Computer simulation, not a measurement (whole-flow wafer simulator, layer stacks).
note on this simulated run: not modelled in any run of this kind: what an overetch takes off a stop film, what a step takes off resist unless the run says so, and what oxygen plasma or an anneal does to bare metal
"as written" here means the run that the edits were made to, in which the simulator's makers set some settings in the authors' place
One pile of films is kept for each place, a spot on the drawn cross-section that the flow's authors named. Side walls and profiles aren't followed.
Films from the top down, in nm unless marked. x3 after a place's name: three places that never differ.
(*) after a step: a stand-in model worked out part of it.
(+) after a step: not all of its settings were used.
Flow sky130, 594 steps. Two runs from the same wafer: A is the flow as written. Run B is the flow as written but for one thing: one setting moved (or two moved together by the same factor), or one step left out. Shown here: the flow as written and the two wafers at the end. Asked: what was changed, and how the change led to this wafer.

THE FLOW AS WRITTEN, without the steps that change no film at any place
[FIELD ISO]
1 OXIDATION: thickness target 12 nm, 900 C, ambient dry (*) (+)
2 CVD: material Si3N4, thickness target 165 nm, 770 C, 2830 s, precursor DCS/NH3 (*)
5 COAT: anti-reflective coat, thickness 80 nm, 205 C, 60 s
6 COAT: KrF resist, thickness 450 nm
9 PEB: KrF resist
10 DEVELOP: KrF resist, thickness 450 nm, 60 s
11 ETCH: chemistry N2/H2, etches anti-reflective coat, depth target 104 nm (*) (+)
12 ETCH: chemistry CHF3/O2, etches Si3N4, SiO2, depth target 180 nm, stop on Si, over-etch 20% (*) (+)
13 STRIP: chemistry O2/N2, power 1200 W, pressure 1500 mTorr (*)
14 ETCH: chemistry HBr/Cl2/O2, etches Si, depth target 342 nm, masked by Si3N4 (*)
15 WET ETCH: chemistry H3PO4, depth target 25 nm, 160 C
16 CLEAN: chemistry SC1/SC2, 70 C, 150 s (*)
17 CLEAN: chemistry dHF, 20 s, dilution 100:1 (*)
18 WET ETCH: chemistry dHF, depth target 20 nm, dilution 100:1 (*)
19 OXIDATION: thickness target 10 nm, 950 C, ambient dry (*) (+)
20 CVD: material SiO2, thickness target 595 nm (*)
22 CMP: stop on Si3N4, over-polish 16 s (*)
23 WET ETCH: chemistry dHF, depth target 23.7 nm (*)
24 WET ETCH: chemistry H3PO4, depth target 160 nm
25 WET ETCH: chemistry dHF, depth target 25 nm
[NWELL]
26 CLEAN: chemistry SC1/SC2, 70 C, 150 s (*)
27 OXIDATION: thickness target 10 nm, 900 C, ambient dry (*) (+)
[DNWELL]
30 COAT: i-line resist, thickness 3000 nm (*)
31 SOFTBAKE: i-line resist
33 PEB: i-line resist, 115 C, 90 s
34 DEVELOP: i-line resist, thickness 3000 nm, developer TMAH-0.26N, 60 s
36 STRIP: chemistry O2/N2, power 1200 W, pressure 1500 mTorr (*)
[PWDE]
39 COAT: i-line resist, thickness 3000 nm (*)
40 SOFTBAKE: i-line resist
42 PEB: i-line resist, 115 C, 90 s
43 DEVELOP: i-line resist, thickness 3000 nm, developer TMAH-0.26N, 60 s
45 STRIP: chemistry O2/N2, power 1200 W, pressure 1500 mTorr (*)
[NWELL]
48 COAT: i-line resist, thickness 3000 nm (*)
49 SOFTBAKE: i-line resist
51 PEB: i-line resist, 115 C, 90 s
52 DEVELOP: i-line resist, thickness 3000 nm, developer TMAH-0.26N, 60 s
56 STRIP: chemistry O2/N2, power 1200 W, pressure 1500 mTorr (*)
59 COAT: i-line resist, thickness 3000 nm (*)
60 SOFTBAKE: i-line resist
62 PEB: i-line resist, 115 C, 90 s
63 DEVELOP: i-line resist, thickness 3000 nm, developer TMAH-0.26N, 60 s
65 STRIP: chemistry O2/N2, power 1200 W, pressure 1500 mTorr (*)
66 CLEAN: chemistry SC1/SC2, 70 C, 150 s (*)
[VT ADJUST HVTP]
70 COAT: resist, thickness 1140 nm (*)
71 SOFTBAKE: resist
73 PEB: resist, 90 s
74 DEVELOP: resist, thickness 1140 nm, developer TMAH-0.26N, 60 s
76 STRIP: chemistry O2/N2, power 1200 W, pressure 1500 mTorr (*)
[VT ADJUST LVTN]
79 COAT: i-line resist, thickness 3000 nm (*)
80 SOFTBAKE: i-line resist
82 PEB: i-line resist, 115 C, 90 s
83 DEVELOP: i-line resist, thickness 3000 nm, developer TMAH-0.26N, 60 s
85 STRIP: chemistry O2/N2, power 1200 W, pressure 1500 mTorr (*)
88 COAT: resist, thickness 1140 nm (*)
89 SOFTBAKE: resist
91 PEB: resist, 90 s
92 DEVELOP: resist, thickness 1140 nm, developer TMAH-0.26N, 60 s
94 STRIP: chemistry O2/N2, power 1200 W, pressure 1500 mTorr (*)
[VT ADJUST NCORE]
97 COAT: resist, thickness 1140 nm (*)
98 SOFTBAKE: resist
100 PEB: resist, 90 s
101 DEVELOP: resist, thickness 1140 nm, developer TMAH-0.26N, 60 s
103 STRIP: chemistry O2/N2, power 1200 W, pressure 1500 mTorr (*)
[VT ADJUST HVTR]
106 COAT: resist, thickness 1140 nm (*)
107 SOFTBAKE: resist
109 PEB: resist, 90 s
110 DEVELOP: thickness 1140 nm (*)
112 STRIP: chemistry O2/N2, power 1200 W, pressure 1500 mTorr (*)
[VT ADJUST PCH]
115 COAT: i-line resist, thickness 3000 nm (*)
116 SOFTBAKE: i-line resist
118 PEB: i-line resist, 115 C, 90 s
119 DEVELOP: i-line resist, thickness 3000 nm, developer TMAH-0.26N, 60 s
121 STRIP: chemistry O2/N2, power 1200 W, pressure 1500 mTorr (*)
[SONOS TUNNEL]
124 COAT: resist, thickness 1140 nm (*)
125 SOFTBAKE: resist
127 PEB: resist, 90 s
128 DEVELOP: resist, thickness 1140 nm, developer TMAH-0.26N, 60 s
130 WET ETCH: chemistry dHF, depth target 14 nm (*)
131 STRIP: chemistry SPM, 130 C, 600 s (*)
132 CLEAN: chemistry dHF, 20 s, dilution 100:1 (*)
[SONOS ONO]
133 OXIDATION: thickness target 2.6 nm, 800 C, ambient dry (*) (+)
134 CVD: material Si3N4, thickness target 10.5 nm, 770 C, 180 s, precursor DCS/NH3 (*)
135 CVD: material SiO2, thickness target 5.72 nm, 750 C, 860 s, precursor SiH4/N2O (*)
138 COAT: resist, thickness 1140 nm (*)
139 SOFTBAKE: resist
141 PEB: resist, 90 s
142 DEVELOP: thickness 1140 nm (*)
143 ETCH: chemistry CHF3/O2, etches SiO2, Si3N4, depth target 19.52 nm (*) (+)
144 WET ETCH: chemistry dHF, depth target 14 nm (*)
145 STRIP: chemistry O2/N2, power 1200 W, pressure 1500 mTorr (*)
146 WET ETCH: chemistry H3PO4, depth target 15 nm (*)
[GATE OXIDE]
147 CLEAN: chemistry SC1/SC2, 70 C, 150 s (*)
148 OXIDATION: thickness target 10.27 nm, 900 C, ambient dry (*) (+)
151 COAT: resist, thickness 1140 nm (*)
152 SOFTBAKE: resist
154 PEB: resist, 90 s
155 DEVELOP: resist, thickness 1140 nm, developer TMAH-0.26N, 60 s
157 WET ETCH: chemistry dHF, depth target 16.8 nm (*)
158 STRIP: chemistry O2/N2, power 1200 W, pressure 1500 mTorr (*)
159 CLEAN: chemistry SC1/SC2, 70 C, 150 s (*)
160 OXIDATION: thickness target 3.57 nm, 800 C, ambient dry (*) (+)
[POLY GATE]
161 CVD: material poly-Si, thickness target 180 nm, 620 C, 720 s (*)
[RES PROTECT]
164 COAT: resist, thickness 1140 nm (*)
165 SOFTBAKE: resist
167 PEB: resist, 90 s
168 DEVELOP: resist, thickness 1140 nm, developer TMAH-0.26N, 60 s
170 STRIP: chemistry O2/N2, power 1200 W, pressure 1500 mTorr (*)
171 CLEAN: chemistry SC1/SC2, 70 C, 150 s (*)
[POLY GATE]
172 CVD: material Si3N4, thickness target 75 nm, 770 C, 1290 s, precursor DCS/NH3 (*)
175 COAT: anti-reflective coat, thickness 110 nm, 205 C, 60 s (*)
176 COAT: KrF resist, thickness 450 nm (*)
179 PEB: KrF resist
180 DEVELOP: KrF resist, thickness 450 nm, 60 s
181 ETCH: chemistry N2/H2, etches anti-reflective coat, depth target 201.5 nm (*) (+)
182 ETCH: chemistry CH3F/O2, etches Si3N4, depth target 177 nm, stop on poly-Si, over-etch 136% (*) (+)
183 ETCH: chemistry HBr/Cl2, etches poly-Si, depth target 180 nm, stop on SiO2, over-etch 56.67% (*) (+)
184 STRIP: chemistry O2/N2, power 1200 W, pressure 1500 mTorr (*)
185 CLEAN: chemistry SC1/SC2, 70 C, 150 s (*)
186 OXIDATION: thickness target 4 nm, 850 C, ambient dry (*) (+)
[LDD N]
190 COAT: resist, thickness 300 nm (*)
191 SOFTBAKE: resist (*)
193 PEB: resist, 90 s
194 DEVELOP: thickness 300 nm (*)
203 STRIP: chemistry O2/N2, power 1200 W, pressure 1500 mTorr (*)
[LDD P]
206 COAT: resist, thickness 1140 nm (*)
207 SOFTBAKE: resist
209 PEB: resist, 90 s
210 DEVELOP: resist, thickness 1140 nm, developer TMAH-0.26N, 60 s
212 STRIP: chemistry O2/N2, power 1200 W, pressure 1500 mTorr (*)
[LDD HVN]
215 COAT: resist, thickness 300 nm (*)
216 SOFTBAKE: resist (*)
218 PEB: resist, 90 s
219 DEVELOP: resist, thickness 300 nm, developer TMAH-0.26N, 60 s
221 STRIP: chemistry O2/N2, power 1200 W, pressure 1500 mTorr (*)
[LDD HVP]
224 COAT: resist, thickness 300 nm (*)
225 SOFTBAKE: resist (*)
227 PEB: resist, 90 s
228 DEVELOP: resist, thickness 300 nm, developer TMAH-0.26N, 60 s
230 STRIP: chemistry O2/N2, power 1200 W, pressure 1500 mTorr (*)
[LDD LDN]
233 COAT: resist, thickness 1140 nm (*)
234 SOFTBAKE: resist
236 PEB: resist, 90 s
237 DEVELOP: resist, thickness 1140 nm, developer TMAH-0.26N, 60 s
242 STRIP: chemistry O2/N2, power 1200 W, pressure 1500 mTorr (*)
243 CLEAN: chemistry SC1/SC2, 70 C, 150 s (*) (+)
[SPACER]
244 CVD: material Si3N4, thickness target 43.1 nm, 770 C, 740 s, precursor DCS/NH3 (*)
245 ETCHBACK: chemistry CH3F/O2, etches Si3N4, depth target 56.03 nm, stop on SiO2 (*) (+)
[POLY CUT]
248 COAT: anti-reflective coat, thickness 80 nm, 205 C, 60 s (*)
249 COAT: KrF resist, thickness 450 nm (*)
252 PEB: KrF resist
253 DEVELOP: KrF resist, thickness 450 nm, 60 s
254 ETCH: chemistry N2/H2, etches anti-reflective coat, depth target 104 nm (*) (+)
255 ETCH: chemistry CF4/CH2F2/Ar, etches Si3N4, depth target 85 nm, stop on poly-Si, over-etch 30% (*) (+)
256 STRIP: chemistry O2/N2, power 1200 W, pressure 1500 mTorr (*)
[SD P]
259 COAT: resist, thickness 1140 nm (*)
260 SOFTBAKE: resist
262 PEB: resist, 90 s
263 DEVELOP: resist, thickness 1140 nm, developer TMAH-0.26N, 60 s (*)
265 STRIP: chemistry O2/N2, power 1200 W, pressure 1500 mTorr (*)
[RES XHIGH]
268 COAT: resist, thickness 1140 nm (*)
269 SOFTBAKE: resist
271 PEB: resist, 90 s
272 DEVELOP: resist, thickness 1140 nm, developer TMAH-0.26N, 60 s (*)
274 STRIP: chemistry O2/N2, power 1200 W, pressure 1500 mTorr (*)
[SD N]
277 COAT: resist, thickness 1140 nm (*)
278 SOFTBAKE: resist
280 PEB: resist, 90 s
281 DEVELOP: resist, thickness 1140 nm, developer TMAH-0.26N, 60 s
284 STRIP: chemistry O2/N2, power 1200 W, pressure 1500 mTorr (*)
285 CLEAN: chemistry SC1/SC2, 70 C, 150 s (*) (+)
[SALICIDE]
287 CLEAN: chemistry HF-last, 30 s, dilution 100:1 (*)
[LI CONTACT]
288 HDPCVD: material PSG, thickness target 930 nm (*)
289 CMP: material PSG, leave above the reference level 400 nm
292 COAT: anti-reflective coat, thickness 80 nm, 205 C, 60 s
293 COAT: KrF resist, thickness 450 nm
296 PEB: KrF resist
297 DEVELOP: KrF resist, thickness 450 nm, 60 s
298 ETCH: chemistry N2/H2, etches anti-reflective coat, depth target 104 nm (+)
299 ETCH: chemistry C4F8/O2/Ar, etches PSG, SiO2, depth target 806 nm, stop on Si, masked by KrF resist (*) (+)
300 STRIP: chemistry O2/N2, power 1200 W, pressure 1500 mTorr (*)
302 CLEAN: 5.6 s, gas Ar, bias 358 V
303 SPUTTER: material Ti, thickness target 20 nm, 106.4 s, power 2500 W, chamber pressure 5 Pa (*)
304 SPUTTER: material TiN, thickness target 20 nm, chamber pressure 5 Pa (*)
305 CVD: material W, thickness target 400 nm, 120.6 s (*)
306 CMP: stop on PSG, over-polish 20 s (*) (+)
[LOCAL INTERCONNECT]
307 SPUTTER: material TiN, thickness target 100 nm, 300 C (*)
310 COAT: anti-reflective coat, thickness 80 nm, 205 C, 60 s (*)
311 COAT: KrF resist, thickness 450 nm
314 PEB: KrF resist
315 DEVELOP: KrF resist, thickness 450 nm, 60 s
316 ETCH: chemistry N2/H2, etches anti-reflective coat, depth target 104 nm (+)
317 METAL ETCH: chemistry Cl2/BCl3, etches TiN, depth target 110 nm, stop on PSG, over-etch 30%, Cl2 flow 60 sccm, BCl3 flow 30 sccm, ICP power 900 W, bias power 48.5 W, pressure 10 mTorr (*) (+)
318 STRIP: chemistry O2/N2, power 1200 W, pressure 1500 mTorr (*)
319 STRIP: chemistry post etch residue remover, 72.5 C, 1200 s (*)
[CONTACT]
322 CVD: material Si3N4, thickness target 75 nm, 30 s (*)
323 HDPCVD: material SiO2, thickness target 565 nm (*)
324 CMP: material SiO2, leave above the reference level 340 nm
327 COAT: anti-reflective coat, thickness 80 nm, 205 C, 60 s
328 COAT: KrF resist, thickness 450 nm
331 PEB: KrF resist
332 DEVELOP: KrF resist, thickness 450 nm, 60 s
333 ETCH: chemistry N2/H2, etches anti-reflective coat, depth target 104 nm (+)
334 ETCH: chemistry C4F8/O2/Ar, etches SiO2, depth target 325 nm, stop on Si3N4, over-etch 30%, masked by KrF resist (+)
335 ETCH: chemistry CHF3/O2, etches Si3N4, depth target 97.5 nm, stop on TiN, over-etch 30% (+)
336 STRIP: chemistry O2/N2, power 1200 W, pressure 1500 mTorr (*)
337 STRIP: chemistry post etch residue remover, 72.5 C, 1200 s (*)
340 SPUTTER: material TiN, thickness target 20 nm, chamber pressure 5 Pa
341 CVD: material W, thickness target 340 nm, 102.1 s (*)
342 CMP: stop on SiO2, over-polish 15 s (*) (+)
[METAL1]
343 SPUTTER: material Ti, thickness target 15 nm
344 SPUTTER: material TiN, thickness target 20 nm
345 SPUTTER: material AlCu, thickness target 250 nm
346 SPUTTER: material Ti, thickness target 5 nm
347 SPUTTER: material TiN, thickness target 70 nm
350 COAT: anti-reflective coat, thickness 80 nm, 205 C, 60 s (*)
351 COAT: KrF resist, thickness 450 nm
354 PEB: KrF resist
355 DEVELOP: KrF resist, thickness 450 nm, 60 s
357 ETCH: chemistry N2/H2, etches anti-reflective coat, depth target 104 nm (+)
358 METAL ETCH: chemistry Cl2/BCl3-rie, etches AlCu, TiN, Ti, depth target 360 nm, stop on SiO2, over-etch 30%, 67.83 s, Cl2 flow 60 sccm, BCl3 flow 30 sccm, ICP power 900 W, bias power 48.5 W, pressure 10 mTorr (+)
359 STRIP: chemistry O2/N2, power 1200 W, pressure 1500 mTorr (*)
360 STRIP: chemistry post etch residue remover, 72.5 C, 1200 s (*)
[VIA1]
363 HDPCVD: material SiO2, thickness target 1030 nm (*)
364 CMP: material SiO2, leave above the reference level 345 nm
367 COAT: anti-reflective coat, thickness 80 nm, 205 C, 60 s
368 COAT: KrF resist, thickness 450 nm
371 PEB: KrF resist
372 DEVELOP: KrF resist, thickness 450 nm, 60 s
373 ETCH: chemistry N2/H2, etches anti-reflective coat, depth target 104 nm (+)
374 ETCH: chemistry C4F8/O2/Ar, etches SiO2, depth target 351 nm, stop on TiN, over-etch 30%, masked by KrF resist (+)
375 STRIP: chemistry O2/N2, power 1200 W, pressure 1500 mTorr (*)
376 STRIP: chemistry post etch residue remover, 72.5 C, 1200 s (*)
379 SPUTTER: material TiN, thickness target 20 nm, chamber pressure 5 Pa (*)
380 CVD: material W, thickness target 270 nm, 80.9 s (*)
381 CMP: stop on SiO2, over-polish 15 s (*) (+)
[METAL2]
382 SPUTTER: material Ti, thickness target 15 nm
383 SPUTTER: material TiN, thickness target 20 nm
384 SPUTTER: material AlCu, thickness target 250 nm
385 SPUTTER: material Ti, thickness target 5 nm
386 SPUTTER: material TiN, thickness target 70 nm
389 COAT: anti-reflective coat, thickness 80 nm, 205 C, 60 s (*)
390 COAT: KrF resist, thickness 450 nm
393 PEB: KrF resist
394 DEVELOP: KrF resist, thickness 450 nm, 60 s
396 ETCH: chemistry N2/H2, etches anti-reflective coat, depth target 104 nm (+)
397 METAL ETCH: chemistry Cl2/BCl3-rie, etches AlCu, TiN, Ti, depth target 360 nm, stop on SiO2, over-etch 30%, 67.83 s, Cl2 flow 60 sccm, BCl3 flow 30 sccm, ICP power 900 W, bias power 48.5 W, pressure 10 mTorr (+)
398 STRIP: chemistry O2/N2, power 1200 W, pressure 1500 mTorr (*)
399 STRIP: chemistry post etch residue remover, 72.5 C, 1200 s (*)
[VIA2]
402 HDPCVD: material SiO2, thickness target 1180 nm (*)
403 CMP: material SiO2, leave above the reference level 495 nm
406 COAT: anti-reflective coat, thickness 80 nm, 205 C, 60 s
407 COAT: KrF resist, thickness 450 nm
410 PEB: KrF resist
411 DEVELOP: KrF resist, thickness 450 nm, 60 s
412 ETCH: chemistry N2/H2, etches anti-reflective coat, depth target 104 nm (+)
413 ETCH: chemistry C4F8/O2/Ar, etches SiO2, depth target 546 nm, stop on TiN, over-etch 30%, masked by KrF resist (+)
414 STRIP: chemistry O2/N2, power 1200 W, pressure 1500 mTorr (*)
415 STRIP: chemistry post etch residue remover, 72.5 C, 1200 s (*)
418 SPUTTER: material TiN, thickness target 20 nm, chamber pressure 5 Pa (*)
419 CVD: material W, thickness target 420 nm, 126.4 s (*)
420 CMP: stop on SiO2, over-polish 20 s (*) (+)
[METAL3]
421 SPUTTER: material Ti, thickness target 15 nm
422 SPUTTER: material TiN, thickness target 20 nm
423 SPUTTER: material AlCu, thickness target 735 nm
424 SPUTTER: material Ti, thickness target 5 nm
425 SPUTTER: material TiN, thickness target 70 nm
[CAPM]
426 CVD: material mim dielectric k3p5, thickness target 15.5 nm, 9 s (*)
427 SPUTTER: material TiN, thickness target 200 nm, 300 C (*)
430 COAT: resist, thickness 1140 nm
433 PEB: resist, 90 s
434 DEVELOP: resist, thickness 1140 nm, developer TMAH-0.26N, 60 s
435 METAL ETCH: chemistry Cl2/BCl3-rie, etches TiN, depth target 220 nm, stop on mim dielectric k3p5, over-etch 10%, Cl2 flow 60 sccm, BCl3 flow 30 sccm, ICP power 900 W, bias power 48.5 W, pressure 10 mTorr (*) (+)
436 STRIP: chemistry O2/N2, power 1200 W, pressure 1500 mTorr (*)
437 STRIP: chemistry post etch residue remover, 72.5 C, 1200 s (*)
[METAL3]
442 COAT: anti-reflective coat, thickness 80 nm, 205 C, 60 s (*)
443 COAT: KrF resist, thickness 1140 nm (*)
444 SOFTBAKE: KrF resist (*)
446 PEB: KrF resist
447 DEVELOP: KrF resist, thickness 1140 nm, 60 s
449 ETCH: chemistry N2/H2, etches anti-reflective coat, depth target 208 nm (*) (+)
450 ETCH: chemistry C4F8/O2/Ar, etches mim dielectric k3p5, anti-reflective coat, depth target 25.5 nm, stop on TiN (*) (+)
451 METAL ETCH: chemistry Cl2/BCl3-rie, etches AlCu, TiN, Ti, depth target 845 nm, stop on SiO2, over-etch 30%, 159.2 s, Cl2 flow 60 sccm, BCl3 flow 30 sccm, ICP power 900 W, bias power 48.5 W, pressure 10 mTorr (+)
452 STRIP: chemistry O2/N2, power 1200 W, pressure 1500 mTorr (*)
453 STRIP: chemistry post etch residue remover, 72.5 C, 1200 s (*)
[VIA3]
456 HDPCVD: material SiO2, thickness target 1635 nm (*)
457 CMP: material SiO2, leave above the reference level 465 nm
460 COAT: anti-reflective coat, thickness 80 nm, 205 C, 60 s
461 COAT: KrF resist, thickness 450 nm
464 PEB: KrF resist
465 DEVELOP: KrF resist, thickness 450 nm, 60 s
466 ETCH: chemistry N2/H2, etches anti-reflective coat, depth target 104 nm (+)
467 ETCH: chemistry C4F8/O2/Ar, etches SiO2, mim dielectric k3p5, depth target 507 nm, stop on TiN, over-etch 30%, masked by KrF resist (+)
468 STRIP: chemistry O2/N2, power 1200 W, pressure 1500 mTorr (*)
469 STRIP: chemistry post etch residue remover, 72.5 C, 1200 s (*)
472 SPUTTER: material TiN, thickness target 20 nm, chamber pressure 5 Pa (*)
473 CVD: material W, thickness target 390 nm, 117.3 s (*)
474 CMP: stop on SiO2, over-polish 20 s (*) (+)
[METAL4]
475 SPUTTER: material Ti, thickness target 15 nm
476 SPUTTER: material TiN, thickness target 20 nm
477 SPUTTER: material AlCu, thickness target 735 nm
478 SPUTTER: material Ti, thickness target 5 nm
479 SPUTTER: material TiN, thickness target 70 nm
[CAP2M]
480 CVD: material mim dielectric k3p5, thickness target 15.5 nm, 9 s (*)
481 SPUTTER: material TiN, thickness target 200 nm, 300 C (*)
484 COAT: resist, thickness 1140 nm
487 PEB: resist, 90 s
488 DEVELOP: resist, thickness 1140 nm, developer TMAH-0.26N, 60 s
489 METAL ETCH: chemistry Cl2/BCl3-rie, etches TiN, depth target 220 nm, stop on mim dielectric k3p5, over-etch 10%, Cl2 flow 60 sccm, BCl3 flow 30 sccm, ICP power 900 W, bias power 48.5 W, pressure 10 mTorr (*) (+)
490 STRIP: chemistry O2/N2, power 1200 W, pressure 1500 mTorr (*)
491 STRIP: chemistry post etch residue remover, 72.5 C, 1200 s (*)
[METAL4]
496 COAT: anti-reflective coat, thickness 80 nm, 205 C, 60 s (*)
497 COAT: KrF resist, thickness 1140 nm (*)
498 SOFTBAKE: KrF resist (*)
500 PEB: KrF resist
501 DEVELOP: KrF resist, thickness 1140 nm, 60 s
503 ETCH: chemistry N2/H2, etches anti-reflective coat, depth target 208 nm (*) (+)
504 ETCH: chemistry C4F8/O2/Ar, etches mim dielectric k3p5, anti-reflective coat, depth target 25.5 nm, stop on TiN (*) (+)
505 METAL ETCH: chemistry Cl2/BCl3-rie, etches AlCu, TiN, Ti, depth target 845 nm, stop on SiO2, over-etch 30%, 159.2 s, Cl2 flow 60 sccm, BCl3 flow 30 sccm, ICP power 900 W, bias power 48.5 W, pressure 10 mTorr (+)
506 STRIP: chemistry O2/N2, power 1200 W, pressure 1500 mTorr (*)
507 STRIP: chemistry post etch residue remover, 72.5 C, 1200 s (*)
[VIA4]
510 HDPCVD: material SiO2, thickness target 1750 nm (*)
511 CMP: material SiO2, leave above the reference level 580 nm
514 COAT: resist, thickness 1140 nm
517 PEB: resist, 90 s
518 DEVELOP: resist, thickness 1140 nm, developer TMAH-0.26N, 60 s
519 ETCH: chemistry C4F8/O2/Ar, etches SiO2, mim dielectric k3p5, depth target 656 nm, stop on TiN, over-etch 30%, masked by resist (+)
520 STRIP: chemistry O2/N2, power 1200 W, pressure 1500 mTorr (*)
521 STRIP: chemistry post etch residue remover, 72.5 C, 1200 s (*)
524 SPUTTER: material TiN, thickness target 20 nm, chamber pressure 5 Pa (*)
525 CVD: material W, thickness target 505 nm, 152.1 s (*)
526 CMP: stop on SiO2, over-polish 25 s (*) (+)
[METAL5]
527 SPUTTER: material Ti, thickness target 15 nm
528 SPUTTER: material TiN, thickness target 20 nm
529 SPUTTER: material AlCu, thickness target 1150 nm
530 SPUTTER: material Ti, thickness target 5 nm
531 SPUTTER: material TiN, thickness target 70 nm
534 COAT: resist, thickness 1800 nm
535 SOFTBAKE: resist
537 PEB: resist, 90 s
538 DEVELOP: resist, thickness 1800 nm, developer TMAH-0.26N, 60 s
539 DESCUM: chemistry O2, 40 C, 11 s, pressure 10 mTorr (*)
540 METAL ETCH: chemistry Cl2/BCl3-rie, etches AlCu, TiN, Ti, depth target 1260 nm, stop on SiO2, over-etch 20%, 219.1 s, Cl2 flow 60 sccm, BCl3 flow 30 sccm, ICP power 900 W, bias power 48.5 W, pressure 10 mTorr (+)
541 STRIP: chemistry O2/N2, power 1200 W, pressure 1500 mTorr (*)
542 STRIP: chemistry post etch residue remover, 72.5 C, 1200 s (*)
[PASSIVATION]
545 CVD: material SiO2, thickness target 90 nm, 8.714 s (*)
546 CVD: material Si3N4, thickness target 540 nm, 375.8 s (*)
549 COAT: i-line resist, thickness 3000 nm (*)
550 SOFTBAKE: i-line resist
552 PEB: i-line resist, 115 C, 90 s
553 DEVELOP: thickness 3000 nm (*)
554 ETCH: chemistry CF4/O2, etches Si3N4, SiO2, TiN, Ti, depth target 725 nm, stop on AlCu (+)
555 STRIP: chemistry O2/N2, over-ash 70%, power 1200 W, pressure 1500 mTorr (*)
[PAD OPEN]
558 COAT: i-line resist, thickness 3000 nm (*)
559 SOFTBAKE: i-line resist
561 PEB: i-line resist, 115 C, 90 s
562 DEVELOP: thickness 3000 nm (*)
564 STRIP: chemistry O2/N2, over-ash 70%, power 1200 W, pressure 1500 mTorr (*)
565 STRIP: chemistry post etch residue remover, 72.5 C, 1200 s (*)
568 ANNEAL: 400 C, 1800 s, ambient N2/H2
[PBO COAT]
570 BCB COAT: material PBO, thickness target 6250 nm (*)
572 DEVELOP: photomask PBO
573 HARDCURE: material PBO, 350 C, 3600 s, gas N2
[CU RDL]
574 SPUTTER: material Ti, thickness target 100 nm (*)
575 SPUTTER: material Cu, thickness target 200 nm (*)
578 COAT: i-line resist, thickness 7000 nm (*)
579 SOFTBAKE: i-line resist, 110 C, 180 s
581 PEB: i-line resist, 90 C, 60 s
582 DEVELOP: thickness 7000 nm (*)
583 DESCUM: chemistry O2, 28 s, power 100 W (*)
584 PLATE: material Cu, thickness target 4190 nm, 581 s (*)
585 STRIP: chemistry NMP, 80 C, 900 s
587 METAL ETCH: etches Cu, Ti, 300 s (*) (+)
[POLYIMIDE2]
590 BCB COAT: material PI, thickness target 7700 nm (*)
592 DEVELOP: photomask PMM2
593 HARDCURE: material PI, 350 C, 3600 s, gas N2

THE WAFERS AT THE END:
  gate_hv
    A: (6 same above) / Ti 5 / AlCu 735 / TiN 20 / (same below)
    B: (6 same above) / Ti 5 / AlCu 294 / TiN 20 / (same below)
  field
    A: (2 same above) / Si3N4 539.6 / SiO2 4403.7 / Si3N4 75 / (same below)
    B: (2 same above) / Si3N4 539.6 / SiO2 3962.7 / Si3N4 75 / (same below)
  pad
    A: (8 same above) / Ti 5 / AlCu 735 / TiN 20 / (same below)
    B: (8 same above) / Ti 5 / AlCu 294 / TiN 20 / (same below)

The cause: step 477, SPUTTER: thickness target 294 nm was run, where the flow has thickness target 735 nm.
It can be read off the wafer: gate_hv has AlCu 294, and step 477 as written asks for 735 nm.

How the change led to this, step by step:
  477 SPUTTER: material AlCu, thickness target 735 nm
      field, active, n_well and 189 more: A AlCu +735 (new film) | B AlCu +294 (new film)
  505 METAL ETCH: chemistry Cl2/BCl3-rie, etches AlCu, TiN, Ti, depth target 845 nm, stop on SiO2, over-etch 30%, 159.2 s, Cl2 flow 60 sccm, BCl3 flow 30 sccm, ICP power 900 W, bias power 48.5 W, pressure 10 mTorr (+)
      field, active, gate and 63 more: A TiN -70 (all of it), Ti -5 (all of it), AlCu -735 (all of it), TiN -20 (all of it), Ti -15 (all of it), SiO2 -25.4 | B TiN -70 (all of it), Ti -5 (all of it), AlCu -294 (all of it), TiN -20 (all of it), Ti -15 (all of it), SiO2 -69.4
      vpp_iso1, m1_ln, poly_licon and 8 more: A TiN -70 (all of it), Ti -5 (all of it), AlCu -735 (all of it), TiN -20 (all of it), Ti -15 (all of it), SiO2 -25.3 | B TiN -70 (all of it), Ti -5 (all of it), AlCu -294 (all of it), TiN -20 (all of it), Ti -15 (all of it), SiO2 -69.4
      (and at 11 more places)
  511 CMP: material SiO2, leave above the reference level 580 nm
      field, active, gate and 66 more: A SiO2 -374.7 | B SiO2 -771.6
      vpp_ln, vpp_iso2, mim_edge_plate and 7 more: A SiO2 -374.7 | B SiO2 -771.5
      (and at 9 more places)
